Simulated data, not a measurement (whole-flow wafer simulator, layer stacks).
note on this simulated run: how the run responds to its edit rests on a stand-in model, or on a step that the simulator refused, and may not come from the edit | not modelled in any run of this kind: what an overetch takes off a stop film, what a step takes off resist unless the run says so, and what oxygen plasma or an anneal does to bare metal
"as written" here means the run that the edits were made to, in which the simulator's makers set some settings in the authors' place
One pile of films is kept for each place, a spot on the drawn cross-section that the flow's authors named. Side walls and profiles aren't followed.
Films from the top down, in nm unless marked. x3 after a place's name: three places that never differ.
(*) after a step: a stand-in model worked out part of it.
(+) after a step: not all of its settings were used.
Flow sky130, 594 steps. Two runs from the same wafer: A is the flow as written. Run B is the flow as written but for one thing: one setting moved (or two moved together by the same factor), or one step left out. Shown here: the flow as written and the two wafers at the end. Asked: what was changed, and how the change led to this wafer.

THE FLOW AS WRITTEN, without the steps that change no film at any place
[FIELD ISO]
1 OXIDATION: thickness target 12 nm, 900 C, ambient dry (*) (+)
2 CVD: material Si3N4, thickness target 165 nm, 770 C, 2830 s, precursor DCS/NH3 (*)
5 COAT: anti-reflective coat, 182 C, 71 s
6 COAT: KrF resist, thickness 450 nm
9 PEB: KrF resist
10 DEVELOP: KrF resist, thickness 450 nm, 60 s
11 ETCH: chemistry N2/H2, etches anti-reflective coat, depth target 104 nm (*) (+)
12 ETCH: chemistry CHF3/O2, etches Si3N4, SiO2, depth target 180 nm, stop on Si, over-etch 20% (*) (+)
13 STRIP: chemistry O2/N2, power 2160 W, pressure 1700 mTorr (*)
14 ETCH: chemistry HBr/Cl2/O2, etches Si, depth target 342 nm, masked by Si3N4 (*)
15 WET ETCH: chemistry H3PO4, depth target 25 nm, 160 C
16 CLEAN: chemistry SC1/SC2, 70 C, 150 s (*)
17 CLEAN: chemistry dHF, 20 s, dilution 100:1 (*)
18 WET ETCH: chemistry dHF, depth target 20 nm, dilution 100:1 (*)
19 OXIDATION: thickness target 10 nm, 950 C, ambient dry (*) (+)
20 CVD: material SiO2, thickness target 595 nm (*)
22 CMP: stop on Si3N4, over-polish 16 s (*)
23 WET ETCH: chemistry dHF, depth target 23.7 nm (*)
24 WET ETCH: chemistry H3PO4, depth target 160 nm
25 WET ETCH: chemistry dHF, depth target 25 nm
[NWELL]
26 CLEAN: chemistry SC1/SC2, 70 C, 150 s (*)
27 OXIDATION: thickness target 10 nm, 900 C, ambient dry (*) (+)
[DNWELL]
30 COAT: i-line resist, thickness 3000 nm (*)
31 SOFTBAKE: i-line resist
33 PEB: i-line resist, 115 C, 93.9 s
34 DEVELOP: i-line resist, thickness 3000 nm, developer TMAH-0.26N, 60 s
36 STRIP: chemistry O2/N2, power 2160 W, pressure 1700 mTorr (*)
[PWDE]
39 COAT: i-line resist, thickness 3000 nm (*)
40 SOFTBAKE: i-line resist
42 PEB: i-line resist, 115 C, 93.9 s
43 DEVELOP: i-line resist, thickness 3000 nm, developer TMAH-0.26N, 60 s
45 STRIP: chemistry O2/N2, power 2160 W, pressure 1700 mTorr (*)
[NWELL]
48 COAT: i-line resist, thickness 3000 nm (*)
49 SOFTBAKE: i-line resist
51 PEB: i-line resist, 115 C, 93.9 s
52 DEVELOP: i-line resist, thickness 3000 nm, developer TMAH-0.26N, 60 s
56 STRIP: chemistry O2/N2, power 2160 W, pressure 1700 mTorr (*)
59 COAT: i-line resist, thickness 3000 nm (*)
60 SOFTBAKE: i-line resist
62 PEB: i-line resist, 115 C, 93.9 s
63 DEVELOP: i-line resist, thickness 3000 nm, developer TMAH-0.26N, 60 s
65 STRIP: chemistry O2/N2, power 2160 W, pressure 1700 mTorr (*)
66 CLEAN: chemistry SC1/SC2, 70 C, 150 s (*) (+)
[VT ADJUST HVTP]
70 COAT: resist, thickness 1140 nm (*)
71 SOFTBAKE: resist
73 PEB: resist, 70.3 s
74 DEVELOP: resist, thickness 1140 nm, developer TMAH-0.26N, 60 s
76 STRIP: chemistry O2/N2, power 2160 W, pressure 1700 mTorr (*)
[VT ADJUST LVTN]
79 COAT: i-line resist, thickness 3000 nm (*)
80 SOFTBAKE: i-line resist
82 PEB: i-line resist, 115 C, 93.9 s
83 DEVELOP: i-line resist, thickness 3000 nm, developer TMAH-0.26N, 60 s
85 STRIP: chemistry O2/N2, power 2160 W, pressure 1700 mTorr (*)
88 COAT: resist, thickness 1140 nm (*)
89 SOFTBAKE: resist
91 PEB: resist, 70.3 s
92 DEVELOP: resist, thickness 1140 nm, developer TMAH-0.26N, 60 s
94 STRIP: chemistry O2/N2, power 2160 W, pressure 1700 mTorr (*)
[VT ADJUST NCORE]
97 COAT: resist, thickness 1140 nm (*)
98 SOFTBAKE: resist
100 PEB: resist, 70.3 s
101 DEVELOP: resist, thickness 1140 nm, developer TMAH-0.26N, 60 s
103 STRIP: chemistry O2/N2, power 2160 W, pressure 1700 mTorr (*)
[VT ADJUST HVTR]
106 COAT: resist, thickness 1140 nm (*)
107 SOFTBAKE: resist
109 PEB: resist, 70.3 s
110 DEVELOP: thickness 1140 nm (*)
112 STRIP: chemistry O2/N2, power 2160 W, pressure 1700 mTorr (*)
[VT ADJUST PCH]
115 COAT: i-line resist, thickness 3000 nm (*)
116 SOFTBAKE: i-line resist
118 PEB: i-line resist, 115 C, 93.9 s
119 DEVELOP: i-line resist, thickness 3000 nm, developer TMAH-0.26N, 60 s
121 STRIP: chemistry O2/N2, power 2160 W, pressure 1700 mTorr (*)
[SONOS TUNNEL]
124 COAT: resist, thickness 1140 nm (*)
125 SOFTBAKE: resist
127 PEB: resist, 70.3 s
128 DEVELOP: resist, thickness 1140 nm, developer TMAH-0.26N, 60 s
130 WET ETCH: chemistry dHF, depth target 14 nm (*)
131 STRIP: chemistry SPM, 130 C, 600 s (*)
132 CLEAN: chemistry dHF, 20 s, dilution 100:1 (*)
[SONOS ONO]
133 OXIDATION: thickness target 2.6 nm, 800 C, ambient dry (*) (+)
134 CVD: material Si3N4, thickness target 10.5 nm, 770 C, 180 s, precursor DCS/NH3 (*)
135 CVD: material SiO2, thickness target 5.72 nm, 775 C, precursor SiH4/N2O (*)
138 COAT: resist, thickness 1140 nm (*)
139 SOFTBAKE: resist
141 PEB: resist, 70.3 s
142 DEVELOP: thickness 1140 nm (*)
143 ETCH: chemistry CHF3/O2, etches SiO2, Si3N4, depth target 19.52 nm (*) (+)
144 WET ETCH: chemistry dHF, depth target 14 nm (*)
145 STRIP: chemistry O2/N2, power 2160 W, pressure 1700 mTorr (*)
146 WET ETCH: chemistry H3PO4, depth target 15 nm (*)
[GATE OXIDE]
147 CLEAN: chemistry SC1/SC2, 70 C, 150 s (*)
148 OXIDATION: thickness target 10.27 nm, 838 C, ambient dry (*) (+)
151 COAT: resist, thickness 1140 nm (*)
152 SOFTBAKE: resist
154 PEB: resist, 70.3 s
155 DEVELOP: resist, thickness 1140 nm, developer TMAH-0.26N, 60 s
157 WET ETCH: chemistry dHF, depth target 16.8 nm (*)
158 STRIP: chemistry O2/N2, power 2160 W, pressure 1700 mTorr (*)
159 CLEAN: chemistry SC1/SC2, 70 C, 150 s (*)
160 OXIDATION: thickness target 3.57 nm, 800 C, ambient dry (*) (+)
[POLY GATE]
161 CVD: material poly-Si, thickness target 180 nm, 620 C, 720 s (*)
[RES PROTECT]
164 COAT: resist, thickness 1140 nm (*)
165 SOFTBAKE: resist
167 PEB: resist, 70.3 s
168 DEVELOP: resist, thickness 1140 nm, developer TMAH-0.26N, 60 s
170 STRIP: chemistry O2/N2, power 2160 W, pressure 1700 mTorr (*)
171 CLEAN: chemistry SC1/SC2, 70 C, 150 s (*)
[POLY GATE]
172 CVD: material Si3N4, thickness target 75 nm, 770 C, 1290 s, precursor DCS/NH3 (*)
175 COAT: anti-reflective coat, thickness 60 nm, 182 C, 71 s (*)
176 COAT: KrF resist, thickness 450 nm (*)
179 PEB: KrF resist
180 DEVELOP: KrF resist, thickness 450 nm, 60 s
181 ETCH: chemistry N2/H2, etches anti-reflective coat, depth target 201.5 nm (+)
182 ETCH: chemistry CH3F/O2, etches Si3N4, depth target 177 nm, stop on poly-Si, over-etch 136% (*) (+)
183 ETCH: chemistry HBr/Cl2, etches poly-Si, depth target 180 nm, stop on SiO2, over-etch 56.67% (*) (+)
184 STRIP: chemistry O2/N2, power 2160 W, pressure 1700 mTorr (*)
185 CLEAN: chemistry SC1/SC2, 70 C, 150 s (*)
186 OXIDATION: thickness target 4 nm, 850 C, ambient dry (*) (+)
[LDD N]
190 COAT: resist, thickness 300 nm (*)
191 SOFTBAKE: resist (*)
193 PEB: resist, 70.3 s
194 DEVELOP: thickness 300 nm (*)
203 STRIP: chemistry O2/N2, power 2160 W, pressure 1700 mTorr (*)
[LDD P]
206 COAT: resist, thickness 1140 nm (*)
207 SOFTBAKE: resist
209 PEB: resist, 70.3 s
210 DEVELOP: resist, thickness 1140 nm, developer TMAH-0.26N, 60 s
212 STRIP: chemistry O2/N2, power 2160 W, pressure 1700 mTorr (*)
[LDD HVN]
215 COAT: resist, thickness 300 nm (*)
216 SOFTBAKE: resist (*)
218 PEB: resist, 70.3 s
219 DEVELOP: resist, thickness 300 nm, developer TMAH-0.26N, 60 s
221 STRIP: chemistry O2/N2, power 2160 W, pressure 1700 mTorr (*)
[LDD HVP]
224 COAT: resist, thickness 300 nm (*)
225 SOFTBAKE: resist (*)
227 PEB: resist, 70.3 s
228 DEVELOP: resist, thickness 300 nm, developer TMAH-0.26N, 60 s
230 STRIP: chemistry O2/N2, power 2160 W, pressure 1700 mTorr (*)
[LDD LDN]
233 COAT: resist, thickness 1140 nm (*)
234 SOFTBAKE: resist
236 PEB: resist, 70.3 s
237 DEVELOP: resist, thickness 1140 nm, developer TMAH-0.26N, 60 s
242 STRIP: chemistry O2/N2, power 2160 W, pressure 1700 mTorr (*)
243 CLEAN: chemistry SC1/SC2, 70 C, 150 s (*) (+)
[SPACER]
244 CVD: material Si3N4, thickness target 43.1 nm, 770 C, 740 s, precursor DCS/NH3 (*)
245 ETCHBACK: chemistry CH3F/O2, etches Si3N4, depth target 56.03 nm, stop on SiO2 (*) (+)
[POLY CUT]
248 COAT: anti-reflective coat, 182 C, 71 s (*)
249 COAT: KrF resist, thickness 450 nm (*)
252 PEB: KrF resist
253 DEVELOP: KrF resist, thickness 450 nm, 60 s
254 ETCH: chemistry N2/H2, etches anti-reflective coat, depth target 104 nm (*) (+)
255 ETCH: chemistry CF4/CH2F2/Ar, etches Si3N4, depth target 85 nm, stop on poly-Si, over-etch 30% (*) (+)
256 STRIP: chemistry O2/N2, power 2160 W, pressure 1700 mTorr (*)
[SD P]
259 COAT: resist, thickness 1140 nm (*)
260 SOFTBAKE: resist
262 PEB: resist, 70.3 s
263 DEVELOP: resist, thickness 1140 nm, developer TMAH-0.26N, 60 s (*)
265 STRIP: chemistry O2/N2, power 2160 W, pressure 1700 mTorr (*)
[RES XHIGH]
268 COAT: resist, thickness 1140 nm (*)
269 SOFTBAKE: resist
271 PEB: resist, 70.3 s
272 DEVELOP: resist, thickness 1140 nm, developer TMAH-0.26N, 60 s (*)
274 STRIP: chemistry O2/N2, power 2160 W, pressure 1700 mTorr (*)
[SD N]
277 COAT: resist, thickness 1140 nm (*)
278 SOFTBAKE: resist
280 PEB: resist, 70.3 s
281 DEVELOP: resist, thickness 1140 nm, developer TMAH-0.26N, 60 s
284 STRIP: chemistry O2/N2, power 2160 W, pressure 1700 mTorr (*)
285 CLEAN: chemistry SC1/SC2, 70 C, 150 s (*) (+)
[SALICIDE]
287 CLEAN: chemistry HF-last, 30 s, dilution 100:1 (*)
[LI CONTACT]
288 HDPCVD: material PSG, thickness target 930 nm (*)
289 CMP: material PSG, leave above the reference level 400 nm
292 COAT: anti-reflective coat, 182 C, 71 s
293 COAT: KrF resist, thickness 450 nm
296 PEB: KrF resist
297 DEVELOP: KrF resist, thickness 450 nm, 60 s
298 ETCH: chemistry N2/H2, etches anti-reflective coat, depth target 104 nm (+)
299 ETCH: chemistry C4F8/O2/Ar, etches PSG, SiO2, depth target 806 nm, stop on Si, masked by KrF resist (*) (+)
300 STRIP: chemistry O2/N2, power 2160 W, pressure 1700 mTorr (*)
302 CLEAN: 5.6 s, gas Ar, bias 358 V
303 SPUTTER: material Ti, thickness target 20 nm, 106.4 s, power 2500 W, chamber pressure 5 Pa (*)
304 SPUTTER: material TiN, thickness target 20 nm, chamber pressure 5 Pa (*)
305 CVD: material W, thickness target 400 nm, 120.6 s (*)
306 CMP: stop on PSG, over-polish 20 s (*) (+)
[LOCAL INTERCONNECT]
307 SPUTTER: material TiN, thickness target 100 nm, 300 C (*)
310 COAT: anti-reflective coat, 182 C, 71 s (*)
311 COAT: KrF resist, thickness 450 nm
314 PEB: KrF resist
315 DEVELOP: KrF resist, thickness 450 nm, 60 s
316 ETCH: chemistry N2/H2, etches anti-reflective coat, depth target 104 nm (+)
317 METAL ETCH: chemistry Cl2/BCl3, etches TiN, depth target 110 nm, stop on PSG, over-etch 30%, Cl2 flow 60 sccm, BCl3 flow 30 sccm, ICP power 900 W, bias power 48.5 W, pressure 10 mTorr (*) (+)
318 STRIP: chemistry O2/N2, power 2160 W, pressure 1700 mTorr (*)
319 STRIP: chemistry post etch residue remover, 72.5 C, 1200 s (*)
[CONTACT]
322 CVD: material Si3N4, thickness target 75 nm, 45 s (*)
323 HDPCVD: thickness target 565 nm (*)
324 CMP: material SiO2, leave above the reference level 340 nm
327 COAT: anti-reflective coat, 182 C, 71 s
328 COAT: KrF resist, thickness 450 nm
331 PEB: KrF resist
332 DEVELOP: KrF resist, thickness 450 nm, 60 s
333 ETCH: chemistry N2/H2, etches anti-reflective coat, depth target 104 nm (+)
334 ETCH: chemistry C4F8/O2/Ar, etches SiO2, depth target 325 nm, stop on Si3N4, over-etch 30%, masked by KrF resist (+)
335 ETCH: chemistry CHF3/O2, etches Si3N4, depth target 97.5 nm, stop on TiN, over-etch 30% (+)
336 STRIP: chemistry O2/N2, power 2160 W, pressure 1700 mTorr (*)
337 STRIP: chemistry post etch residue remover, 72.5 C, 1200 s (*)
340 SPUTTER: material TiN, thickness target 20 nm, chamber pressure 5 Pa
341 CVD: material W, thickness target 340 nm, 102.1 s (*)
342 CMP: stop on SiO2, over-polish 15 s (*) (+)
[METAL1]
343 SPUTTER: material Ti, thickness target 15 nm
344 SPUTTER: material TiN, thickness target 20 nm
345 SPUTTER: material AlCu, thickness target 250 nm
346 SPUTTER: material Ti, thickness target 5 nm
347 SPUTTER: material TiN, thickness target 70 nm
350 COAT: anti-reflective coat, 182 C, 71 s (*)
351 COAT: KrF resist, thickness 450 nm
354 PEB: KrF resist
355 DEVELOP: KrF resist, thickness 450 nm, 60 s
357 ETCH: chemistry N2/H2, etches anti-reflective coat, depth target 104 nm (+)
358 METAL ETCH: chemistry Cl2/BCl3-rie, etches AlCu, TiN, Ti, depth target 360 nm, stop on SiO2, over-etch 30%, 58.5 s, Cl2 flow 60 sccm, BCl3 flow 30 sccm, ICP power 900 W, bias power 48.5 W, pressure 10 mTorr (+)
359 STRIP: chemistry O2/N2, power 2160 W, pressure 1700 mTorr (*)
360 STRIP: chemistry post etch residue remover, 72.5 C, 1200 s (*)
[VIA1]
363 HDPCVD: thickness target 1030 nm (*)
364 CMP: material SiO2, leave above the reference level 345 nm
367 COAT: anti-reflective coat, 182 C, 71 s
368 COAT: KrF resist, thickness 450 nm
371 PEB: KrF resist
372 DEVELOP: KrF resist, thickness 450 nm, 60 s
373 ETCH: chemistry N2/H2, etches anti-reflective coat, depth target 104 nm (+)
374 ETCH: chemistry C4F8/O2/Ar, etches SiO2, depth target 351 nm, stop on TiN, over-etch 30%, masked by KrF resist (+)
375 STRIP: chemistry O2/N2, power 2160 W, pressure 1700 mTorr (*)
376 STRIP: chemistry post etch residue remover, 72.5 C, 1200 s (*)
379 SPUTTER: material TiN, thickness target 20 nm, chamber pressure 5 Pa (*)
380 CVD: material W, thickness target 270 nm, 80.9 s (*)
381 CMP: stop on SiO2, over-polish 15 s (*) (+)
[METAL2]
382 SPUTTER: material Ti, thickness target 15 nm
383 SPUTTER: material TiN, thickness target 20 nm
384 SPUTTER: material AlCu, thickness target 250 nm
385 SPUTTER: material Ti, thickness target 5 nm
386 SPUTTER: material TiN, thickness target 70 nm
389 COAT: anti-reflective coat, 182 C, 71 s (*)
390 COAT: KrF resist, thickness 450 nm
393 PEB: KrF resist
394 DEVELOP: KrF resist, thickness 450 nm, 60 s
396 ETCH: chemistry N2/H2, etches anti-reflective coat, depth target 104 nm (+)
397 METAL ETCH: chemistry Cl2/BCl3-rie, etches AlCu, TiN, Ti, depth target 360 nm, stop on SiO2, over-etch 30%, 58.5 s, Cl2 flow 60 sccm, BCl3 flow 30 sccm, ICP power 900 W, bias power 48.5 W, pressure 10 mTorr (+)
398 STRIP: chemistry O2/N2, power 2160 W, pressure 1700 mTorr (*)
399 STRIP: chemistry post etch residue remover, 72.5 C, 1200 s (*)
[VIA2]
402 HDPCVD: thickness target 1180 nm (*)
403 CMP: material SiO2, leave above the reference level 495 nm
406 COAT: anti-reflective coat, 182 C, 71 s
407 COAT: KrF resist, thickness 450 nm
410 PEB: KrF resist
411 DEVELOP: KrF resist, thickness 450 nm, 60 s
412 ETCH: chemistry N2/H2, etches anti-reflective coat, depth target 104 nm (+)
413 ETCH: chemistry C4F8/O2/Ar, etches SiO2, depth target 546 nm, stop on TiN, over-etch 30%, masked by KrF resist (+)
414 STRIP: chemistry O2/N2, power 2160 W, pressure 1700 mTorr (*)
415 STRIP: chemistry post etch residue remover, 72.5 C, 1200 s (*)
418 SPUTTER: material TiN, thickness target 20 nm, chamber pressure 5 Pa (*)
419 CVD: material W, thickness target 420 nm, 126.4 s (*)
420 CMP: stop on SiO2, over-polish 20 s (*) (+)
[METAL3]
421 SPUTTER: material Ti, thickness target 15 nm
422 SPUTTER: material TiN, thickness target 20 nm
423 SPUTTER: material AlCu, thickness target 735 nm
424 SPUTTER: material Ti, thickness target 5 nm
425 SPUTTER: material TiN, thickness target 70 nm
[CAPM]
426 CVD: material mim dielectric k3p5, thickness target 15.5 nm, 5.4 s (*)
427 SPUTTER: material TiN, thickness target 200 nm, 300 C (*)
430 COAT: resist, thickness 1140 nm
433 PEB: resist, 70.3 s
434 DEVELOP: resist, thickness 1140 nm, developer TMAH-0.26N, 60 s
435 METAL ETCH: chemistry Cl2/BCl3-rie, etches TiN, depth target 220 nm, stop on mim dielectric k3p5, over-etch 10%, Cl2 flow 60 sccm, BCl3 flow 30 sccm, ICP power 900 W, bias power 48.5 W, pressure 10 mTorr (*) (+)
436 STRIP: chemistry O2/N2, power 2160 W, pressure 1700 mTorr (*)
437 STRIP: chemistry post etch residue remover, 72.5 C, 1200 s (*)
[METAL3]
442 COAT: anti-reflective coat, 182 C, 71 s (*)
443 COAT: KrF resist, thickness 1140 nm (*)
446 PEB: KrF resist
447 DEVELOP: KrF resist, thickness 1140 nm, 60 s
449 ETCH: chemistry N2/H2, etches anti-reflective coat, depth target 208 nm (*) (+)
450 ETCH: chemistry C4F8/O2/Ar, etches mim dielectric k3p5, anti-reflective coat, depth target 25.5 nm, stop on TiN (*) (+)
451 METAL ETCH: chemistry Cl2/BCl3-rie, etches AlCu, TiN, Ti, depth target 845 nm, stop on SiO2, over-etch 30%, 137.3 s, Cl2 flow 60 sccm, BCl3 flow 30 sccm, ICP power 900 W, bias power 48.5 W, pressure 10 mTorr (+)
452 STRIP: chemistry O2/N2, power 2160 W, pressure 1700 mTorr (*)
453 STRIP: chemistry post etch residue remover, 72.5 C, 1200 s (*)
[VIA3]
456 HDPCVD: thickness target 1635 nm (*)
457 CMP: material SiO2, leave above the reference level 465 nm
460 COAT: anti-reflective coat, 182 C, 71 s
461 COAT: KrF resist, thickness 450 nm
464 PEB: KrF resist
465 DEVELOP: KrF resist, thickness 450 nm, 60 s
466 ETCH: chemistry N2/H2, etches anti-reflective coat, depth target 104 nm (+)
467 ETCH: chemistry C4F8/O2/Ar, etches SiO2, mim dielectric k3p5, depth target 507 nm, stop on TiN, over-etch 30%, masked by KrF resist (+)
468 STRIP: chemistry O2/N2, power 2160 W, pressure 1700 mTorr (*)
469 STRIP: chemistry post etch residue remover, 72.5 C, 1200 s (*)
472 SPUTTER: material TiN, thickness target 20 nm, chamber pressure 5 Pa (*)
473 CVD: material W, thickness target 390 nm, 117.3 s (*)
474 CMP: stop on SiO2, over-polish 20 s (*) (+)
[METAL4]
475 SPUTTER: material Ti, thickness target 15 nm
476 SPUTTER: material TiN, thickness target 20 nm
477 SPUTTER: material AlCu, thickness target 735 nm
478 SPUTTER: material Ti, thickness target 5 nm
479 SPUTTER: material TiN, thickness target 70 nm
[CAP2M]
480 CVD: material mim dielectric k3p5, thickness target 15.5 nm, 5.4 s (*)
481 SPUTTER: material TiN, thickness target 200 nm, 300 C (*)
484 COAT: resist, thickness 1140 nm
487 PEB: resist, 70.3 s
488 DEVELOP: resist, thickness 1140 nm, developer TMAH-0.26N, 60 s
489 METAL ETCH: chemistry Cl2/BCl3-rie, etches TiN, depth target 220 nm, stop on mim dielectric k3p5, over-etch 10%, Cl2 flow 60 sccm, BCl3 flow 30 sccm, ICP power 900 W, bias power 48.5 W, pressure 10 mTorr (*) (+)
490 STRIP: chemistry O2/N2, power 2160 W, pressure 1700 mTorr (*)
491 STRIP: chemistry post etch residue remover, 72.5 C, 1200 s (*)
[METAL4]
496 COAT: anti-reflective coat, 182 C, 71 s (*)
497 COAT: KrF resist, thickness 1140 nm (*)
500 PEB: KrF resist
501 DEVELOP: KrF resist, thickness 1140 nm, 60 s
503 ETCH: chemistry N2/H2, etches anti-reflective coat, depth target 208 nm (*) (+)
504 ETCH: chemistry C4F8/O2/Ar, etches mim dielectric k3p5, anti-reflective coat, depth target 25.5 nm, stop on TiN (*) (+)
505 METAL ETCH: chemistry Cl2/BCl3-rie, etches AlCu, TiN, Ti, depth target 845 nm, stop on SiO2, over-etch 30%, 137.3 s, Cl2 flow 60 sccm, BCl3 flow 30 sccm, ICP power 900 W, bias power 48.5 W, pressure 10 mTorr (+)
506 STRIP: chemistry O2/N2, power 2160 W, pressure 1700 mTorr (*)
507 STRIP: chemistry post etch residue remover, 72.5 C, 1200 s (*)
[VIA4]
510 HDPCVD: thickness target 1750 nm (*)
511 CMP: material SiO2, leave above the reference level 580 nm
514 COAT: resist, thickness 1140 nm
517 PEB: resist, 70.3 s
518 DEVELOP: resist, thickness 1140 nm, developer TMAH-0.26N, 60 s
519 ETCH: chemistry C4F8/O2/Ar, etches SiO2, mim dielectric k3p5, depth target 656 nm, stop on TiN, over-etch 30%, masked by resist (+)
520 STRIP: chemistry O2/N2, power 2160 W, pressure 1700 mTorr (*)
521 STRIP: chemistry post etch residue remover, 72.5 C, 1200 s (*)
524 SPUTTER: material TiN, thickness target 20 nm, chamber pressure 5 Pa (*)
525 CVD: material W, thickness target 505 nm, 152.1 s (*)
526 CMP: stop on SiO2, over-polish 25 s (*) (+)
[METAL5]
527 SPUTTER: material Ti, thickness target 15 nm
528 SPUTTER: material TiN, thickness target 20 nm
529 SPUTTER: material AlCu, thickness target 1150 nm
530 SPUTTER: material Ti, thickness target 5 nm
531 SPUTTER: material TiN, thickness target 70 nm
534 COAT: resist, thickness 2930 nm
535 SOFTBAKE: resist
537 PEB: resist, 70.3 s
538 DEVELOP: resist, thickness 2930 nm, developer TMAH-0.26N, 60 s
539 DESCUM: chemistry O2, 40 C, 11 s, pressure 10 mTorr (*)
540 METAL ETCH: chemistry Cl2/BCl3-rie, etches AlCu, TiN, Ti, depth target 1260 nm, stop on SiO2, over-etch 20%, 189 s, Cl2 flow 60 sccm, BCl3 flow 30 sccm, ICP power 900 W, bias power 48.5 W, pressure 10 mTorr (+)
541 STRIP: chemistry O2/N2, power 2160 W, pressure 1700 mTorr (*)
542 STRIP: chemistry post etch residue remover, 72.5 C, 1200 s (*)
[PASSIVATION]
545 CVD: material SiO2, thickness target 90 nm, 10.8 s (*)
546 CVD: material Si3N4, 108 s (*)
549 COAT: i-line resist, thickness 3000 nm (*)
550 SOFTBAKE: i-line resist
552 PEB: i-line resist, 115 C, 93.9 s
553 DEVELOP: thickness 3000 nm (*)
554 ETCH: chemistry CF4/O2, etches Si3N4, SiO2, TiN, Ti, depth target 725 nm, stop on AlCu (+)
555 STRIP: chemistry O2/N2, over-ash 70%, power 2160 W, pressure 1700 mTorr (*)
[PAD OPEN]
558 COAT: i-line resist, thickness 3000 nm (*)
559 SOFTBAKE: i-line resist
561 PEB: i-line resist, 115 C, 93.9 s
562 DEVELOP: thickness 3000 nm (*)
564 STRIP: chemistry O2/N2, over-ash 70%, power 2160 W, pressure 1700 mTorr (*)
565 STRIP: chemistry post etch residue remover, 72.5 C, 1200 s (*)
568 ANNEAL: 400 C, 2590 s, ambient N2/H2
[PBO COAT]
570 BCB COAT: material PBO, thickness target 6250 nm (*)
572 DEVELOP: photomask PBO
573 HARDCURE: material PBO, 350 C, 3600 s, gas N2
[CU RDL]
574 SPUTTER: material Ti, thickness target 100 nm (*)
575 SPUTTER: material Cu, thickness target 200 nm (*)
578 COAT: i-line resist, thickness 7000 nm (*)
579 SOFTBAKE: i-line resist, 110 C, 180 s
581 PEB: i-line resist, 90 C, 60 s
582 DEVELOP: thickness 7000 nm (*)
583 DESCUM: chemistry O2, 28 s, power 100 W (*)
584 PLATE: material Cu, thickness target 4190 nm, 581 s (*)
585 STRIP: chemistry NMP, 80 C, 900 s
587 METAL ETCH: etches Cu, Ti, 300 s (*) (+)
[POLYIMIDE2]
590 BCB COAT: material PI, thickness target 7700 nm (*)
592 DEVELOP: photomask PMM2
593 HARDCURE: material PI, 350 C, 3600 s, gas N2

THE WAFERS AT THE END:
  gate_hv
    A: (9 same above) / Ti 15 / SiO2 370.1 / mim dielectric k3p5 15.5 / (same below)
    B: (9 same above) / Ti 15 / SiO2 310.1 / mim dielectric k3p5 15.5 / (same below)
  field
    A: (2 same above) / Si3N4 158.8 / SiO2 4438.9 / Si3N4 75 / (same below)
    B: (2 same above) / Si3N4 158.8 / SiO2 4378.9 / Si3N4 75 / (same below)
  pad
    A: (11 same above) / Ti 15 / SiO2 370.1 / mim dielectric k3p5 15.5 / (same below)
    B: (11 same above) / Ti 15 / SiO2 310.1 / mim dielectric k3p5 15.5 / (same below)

The cause: step 457, CMP: leave above the reference level 405 nm was run, where the flow has leave above the reference level 465 nm.

How the change led to this, step by step:
  457 CMP: material SiO2, leave above the reference level 465 nm
      n_well, p_well, gate_hv and 99 more: A SiO2 -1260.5 | B SiO2 -1320.5
      field, active, gate and 82 more: A SiO2 -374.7 | B SiO2 -434.7
      (and at 5 more places)
  467 ETCH: chemistry C4F8/O2/Ar, etches SiO2, mim dielectric k3p5, depth target 507 nm, stop on TiN, over-etch 30%, masked by KrF resist (+)
      field, active, n_well and 187 more: A KrF resist -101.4 | B KrF resist -85.8
      m1: A SiO2 -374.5 (all of it), mim dielectric k3p5 -15.5 (all of it) | B SiO2 -314.5 (all of it), mim dielectric k3p5 -15.5 (all of it)
      (and at 1 more place)
  468 STRIP: chemistry O2/N2, power 2160 W, pressure 1700 mTorr (*)
      field, active, n_well and 187 more: A KrF resist -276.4 (all of it), anti-reflective coat -80 (all of it) | B KrF resist -292 (all of it), anti-reflective coat -80 (all of it)
  472 SPUTTER: material TiN, thickness target 20 nm, chamber pressure 5 Pa (*)
      m1, via3_hole: A TiN +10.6 | B TiN +11.4
  473 CVD: material W, thickness target 390 nm, 117.3 s (*)
      m1: A W +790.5 (new film) | B W +729.6 (new film)
      via3_hole: A W +789.9 (new film) | B W +729 (new film)
